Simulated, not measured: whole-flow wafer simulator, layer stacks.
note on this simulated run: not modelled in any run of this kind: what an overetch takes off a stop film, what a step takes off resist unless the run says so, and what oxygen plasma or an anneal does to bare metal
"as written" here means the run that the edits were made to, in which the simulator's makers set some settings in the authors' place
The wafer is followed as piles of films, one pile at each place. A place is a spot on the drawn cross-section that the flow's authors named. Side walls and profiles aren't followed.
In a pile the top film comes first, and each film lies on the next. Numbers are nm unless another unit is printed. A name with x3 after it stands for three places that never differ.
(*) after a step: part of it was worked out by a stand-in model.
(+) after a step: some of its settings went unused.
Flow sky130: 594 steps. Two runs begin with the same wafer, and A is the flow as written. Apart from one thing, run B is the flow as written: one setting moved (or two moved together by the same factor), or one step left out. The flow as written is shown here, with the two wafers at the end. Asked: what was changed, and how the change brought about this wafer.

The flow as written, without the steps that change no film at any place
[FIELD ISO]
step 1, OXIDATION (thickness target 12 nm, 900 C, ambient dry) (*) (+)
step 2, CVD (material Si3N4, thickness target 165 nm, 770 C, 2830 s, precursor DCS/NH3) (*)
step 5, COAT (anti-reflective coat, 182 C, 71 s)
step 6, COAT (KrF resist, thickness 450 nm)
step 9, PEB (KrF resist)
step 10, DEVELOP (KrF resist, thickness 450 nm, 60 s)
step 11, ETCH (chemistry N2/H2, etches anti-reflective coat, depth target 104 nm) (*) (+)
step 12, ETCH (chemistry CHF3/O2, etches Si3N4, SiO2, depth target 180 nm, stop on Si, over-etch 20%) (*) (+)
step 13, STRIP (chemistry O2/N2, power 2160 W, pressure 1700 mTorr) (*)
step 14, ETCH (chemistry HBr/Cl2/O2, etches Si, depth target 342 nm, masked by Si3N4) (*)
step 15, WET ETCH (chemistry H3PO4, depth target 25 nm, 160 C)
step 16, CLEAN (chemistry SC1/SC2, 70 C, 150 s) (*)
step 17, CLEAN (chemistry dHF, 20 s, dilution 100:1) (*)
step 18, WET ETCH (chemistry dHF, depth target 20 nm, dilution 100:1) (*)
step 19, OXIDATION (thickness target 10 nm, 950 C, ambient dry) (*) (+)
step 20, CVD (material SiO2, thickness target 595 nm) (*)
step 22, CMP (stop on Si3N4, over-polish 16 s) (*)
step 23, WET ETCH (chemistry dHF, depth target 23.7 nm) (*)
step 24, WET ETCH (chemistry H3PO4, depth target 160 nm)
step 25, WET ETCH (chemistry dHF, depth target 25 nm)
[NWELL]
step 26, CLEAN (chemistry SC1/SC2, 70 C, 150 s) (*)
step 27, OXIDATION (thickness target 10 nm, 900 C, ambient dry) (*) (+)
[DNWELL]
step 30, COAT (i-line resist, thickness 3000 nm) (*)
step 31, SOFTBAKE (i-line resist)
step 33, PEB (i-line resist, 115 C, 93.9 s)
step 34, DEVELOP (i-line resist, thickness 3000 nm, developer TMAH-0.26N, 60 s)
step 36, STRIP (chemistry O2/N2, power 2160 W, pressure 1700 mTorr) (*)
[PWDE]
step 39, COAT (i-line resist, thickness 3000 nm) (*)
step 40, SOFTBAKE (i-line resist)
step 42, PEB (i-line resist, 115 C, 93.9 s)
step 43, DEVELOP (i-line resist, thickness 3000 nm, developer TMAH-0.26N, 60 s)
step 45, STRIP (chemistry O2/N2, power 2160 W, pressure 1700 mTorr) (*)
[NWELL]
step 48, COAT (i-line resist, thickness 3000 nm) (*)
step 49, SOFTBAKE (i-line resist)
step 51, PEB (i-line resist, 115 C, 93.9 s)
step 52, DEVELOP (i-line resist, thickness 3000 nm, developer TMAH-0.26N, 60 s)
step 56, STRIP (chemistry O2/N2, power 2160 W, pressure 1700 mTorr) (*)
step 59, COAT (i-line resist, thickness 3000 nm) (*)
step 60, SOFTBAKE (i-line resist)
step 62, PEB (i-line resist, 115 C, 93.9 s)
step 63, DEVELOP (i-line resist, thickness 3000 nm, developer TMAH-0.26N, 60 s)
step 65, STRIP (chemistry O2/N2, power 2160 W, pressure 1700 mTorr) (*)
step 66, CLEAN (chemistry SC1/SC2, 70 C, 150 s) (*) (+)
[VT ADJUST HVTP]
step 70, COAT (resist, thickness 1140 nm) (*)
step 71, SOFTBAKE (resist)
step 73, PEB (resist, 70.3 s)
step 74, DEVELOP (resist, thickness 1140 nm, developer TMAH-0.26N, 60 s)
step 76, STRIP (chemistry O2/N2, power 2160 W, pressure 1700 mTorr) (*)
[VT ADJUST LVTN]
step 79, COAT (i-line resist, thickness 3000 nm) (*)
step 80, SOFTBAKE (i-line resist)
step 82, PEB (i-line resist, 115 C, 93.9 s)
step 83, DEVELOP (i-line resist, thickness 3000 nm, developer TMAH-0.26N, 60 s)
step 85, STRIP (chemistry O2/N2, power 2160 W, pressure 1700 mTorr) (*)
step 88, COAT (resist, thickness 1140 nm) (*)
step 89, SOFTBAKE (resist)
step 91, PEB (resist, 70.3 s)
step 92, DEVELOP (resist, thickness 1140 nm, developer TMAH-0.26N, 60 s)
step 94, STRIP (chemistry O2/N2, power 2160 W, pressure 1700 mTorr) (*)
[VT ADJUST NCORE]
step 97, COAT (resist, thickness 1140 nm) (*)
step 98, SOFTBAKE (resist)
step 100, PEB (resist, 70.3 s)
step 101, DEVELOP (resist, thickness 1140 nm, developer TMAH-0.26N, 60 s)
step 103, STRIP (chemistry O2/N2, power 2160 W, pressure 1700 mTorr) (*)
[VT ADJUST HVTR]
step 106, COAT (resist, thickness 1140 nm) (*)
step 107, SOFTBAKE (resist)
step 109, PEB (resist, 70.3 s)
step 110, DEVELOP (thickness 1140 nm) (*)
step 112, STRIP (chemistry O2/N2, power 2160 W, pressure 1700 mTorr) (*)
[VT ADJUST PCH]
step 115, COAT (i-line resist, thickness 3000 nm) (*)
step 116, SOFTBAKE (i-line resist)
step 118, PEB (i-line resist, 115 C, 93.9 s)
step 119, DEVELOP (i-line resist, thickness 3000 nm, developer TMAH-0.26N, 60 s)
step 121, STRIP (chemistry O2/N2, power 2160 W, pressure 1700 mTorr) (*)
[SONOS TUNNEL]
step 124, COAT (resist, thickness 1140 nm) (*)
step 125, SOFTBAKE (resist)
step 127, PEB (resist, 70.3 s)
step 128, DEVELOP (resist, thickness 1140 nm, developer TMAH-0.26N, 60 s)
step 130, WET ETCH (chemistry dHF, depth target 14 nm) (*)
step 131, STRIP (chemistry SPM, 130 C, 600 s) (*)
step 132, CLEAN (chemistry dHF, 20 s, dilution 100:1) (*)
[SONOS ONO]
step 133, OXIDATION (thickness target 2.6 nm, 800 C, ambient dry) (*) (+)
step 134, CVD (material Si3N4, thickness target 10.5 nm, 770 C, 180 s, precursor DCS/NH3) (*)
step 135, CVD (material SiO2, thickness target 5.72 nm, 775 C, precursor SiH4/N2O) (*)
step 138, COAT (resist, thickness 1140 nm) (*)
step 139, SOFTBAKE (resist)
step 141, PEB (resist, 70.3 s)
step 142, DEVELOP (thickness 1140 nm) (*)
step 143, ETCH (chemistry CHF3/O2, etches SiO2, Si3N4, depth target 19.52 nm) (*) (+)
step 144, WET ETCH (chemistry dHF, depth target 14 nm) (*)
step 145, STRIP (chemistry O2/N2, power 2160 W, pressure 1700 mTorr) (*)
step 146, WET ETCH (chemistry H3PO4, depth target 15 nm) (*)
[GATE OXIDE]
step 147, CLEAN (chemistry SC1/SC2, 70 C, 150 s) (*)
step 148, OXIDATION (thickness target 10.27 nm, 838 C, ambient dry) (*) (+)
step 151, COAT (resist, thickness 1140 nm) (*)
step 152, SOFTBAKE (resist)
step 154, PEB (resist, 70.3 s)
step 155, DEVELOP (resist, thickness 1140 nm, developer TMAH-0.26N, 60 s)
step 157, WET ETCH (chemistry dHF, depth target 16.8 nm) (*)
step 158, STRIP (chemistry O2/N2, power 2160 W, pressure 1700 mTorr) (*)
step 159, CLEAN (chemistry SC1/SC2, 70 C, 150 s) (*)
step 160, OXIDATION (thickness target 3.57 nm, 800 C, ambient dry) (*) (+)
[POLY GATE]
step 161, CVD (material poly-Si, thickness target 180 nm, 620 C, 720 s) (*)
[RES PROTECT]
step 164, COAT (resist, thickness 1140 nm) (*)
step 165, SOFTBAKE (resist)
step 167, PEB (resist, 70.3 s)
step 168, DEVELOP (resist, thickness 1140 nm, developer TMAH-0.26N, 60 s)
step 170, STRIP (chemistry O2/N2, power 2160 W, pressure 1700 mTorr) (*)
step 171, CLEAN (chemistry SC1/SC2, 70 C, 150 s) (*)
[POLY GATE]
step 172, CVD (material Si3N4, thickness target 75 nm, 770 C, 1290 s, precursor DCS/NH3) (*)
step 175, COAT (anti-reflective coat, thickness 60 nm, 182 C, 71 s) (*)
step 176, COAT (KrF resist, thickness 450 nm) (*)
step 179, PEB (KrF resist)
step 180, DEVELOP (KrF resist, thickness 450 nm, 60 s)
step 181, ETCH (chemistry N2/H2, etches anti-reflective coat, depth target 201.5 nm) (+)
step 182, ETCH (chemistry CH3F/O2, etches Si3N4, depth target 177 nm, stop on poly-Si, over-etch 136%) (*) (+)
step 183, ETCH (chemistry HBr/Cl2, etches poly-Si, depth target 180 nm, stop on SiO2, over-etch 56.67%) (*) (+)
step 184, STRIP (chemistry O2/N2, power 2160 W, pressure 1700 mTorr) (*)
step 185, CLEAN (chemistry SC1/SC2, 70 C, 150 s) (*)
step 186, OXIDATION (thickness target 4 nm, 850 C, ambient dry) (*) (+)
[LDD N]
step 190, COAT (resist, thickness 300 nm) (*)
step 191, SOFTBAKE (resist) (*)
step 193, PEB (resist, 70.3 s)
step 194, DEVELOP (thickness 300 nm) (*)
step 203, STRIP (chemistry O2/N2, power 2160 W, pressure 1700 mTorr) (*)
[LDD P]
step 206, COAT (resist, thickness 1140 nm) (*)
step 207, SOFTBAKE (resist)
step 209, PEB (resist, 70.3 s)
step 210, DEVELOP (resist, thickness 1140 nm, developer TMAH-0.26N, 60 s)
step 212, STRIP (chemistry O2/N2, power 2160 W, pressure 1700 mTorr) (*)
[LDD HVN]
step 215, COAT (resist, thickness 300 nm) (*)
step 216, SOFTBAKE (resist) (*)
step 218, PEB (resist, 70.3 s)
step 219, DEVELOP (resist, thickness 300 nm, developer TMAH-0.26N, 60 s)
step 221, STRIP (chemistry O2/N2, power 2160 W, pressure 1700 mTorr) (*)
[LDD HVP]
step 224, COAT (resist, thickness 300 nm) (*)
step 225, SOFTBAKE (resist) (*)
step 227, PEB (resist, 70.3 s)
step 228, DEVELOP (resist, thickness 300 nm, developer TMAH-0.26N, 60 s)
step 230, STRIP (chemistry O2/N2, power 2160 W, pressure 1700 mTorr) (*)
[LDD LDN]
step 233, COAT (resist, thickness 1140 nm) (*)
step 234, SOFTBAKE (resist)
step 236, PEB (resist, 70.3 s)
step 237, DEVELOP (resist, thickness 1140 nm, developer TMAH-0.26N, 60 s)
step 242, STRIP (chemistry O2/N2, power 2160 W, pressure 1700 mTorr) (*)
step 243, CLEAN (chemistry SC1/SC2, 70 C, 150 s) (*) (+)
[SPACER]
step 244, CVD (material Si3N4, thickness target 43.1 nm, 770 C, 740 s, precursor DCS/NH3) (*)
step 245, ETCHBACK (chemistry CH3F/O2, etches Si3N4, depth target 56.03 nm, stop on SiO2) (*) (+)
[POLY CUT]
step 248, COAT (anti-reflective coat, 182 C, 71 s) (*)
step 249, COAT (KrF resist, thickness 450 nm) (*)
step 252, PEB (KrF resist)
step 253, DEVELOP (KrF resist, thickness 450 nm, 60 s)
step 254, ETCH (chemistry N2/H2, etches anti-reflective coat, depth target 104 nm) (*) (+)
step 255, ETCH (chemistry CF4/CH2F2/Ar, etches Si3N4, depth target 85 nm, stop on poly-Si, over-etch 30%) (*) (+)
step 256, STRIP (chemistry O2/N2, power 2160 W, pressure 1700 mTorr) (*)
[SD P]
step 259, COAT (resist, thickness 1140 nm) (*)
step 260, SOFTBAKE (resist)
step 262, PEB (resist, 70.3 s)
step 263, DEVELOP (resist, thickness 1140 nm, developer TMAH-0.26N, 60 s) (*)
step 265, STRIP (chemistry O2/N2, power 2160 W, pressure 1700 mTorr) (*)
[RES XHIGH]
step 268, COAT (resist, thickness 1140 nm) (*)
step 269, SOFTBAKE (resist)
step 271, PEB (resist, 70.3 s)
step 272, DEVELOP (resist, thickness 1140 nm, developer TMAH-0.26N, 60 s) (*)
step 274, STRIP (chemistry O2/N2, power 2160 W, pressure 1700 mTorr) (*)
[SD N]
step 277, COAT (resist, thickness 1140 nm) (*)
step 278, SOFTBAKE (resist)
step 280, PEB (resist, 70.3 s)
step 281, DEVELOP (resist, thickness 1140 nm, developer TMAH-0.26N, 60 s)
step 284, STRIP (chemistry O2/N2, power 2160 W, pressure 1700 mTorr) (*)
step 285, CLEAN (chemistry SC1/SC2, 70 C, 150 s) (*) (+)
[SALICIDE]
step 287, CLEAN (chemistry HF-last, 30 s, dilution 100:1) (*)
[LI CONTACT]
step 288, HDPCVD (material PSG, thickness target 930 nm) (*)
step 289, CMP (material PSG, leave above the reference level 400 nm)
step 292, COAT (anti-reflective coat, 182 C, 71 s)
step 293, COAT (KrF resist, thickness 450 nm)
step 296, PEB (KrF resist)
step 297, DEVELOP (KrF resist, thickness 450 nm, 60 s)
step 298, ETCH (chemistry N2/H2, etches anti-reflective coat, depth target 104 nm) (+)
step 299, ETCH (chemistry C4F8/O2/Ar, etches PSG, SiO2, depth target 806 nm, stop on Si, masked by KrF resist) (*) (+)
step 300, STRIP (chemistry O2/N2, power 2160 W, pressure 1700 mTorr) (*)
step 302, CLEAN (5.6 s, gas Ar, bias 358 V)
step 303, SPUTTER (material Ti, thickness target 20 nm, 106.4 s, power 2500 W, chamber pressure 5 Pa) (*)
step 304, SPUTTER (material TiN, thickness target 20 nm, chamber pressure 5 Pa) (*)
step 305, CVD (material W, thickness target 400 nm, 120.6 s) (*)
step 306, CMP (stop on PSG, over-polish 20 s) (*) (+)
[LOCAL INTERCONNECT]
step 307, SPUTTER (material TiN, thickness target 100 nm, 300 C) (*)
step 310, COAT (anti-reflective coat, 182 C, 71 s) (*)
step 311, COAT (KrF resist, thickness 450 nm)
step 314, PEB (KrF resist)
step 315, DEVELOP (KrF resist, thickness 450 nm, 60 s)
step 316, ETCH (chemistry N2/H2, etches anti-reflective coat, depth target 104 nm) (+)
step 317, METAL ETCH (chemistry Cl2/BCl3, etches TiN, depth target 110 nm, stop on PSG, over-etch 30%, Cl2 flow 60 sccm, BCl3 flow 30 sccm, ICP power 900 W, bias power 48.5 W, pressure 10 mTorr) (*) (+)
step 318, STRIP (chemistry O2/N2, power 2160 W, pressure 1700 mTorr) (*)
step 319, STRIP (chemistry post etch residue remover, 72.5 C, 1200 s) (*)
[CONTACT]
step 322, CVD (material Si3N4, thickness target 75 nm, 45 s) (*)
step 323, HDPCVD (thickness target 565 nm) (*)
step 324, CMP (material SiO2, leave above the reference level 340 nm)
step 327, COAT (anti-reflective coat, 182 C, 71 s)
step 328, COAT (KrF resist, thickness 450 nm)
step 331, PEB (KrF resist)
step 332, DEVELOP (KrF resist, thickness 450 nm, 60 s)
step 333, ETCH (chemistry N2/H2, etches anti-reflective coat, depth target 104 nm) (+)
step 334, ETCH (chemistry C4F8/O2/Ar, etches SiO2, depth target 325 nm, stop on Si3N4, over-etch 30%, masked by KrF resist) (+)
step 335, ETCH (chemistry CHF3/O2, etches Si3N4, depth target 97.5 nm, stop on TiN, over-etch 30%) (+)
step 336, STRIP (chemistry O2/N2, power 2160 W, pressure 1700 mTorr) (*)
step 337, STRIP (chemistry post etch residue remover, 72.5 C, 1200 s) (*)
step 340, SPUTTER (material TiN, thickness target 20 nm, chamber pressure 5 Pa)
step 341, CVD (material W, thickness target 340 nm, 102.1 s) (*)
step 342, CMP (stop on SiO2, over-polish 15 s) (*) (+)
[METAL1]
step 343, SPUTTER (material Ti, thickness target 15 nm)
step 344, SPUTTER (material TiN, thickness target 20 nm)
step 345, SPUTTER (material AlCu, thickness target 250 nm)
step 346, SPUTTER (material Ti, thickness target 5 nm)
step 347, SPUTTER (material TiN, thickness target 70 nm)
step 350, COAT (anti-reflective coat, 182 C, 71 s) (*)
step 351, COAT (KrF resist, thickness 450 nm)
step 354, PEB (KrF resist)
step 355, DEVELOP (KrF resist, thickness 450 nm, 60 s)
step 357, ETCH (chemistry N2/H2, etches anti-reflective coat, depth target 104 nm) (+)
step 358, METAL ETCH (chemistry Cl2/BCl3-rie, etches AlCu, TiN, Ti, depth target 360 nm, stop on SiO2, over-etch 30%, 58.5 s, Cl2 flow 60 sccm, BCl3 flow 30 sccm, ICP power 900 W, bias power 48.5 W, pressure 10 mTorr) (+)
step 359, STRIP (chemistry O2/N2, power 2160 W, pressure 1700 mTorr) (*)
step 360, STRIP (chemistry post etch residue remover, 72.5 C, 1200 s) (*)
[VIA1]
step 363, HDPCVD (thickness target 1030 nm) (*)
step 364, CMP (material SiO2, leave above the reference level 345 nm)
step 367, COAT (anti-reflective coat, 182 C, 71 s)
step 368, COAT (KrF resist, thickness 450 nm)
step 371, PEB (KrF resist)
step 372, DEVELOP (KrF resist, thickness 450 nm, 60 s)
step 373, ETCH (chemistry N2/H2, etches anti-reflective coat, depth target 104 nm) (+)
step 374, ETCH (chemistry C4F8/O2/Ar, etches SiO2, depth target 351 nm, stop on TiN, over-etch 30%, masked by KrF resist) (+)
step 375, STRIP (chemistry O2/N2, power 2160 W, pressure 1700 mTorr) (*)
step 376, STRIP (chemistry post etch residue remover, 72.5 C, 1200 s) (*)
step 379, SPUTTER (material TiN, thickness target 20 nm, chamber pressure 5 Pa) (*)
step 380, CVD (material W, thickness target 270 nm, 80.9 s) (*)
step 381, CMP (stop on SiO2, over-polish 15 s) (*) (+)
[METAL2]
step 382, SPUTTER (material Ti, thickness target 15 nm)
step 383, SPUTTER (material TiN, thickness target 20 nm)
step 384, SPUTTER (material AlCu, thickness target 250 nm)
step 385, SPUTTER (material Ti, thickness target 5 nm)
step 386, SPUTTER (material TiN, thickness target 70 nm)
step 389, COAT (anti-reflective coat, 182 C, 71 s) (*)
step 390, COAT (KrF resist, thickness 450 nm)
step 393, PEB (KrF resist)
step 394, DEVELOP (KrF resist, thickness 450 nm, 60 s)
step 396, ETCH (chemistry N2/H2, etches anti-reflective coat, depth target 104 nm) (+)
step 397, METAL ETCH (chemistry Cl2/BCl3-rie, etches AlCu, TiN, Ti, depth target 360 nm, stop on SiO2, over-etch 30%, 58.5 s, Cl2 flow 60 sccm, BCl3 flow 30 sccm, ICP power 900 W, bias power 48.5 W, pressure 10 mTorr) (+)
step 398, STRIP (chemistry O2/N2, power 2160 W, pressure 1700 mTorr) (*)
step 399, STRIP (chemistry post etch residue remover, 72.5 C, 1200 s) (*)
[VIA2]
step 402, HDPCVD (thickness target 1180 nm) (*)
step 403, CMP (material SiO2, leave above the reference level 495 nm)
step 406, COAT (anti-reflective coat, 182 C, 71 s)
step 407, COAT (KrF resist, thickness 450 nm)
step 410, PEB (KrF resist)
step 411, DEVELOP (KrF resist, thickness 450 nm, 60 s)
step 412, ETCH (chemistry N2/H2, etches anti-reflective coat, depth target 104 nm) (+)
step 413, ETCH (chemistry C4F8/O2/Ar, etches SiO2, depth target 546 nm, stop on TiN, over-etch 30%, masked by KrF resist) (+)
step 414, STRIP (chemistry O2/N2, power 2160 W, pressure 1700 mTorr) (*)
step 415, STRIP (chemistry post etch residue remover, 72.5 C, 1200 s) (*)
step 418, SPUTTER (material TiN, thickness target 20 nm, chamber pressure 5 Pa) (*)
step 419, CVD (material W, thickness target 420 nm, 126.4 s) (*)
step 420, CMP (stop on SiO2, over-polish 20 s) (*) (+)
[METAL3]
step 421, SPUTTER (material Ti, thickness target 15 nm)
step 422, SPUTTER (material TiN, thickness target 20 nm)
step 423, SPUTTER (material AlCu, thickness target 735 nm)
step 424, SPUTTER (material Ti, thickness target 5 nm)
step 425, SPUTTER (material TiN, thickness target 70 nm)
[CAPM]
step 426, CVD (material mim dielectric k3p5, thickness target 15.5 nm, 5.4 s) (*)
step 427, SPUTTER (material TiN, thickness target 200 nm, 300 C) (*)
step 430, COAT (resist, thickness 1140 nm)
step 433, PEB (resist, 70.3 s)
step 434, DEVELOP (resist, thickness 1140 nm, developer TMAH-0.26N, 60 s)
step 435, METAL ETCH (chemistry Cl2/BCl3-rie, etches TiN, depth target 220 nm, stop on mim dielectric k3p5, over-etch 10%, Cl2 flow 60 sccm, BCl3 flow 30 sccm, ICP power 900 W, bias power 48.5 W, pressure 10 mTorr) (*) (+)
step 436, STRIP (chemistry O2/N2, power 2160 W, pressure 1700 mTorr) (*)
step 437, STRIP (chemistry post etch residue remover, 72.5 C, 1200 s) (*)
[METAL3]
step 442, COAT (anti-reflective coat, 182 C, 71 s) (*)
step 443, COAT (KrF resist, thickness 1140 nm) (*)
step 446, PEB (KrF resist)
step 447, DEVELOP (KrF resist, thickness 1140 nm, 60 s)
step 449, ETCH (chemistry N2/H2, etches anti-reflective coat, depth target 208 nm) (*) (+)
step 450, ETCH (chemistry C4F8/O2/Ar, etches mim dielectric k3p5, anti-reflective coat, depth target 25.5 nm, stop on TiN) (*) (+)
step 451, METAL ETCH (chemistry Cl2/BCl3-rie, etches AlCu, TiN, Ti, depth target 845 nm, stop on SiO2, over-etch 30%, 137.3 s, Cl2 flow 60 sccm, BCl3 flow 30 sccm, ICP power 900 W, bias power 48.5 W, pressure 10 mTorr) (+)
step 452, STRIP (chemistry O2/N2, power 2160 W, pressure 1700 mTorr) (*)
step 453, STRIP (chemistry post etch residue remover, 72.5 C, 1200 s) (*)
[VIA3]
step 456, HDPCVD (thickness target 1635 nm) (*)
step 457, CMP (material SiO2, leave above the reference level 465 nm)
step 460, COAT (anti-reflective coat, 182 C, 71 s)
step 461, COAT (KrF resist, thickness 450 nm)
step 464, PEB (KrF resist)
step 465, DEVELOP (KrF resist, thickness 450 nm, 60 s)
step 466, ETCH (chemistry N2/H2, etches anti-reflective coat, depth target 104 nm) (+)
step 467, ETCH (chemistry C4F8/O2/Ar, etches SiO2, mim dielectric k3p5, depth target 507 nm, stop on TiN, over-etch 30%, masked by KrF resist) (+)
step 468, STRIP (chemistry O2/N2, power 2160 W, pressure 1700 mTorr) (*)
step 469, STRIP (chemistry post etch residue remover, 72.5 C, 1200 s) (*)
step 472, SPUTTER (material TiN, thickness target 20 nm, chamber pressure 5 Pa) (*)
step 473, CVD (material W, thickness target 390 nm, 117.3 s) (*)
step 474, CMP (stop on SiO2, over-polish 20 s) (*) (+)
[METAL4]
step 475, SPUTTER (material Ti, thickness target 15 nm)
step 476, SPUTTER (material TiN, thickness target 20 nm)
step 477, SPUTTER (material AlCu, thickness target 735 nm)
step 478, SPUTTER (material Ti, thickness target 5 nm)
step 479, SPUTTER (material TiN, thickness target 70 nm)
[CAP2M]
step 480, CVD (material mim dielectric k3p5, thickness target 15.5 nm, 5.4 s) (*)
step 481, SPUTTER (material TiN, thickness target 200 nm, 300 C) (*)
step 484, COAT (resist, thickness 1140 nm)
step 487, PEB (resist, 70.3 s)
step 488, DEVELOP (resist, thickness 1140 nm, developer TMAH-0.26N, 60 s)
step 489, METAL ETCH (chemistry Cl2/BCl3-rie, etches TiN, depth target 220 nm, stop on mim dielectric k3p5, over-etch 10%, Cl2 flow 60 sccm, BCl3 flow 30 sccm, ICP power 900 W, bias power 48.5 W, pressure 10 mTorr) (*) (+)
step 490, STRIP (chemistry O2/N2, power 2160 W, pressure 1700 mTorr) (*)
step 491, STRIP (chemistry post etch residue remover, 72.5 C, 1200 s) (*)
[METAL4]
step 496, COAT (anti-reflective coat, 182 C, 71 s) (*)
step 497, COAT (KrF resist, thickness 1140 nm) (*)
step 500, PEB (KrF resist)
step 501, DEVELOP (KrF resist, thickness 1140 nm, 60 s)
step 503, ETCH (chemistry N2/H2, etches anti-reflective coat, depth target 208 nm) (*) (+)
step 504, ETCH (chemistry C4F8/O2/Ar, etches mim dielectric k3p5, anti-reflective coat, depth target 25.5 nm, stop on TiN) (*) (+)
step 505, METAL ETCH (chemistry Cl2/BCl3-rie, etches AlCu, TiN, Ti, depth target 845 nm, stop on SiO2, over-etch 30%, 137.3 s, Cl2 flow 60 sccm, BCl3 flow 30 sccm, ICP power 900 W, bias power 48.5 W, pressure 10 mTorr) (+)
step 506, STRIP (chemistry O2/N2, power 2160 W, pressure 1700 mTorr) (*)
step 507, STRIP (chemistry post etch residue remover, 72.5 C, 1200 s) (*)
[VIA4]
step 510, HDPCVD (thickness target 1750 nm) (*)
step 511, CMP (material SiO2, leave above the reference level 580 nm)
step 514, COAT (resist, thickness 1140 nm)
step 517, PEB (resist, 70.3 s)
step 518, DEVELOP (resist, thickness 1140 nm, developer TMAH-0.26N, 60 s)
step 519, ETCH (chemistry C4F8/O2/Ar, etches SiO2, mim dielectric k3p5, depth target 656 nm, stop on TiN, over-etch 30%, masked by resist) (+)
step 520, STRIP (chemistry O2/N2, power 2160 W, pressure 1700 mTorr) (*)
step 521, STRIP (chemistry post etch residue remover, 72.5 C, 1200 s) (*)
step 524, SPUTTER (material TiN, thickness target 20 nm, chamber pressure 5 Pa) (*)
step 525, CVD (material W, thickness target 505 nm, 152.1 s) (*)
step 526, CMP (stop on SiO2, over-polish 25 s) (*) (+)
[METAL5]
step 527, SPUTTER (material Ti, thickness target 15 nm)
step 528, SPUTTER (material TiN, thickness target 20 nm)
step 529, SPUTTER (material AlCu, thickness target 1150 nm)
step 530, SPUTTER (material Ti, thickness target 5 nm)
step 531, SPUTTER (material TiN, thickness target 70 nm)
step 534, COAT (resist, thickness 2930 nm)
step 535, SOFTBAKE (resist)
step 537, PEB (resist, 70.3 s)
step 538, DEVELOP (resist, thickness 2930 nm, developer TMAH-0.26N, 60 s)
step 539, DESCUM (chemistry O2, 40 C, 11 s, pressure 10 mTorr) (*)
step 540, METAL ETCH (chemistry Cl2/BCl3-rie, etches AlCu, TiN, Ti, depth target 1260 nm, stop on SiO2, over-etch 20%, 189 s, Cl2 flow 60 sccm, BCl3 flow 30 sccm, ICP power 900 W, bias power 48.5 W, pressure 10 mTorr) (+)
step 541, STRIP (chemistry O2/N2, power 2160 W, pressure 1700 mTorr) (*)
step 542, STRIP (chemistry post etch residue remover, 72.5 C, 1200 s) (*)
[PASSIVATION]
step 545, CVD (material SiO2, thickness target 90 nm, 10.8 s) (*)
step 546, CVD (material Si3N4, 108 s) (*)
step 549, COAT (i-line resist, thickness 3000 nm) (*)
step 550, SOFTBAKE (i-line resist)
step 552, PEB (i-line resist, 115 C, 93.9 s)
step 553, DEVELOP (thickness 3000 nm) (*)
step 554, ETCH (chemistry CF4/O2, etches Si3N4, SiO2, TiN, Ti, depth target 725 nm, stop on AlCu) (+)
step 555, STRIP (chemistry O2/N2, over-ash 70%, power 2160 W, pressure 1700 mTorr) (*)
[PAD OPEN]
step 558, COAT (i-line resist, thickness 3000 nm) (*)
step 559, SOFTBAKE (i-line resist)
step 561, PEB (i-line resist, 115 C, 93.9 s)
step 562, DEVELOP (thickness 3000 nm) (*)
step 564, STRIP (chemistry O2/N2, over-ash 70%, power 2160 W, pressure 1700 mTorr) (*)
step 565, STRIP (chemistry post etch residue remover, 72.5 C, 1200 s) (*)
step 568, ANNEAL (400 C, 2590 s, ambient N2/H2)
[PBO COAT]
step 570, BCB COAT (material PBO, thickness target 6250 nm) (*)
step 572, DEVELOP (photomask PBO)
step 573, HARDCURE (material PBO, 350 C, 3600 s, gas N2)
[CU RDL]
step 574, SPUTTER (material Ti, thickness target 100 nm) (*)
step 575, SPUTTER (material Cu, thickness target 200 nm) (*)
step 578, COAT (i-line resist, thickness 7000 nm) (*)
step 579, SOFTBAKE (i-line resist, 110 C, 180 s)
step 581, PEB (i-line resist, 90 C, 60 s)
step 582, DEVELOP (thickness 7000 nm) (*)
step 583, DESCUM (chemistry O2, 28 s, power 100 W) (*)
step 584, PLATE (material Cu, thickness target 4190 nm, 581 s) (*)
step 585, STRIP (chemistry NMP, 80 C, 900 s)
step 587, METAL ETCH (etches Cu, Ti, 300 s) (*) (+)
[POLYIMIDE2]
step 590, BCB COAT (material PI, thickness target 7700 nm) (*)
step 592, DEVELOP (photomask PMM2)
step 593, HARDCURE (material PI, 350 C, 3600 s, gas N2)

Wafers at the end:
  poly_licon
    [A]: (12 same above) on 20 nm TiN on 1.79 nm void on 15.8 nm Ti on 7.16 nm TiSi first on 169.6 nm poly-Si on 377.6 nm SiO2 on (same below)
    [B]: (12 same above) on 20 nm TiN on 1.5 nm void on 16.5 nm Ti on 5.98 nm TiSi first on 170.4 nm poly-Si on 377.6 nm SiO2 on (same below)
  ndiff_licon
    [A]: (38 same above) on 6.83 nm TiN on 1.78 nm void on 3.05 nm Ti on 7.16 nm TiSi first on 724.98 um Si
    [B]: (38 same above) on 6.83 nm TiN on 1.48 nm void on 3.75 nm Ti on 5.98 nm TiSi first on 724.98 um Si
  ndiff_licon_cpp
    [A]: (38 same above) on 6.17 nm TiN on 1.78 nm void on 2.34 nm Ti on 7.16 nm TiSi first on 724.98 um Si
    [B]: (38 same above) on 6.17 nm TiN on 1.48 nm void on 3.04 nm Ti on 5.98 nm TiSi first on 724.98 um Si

What caused this: step 568, ANNEAL: 1425 s was run, whereas the flow has 2590 s.

Step by step, how the change led to this:
  step 568, ANNEAL (400 C, 2590 s, ambient N2/H2)
      poly_licon, rpo_hd_licon: A under 11 films: +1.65 void (new film), -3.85 Ti, +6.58 TiSi first (new film), -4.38 poly-Si | B under 11 films: +1.32 void (new film), -3.08 Ti, +5.27 TiSi first (new film), -3.51 poly-Si
      ndiff_licon, ndiff_licon_cpp: A under 37 films: +1.63 void (new film), -3.85 Ti, +6.58 TiSi first (new film), -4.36 Si | B under 37 films: +1.31 void (new film), -3.08 Ti, +5.27 TiSi first (new film), -3.49 Si
